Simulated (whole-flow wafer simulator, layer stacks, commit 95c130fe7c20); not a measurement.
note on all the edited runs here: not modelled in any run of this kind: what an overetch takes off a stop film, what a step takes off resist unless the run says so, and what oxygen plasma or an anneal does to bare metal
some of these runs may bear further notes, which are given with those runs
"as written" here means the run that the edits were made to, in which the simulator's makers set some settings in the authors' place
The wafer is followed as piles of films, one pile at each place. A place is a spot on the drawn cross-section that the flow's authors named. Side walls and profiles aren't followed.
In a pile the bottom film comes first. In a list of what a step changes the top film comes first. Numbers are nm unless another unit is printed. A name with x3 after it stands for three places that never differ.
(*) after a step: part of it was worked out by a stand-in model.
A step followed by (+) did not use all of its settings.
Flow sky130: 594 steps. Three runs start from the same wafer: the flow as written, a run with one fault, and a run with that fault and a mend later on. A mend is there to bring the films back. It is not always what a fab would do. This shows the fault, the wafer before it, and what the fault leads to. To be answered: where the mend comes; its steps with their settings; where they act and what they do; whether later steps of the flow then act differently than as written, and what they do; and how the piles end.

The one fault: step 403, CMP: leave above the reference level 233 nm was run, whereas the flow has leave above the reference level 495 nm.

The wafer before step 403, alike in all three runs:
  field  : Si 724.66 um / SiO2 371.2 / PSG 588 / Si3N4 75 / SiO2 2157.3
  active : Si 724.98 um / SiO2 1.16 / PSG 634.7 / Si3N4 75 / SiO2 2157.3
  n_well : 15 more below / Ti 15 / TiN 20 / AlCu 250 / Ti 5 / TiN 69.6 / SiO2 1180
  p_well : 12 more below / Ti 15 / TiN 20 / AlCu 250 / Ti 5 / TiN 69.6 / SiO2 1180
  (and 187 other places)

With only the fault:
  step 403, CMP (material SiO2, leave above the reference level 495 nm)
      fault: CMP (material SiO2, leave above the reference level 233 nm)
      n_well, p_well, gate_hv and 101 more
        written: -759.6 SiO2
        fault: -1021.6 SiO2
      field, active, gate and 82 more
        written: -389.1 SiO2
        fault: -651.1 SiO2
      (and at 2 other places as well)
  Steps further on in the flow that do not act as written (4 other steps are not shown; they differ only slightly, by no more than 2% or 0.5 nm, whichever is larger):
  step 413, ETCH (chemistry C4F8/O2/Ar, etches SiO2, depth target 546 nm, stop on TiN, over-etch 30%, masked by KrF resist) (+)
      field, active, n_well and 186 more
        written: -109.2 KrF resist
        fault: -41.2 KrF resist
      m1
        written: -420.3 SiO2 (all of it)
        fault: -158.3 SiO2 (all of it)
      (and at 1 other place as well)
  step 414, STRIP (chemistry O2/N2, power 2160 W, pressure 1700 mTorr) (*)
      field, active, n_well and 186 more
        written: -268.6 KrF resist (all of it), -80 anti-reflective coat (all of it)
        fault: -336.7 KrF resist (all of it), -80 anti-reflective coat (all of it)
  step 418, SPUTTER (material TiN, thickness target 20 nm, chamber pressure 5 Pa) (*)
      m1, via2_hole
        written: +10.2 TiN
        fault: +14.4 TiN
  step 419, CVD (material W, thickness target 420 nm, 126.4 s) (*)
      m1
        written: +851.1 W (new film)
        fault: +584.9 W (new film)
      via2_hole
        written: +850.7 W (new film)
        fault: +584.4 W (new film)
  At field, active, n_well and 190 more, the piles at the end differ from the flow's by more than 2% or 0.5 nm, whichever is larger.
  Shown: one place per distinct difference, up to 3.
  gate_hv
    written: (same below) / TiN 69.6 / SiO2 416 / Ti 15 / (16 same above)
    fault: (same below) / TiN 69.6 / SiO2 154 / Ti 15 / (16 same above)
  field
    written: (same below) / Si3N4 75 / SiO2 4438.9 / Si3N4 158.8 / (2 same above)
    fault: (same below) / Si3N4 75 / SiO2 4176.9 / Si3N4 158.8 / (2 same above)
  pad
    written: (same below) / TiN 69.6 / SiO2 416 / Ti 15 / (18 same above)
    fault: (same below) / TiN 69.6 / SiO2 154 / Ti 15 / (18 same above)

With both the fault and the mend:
  After step 403 comes the mend.
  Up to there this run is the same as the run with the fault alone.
  step 403a, HDPCVD (thickness target 262 nm) (*) (the flow's step 402, run once more with other settings)
      field, active, n_well and 188 more
        +262 SiO2
  Every later step of the flow that is run acts as written, at every place that is followed, to within 2% or 0.5 nm, whichever is larger.
  At every place that both follow, the piles at the end match the flow's.
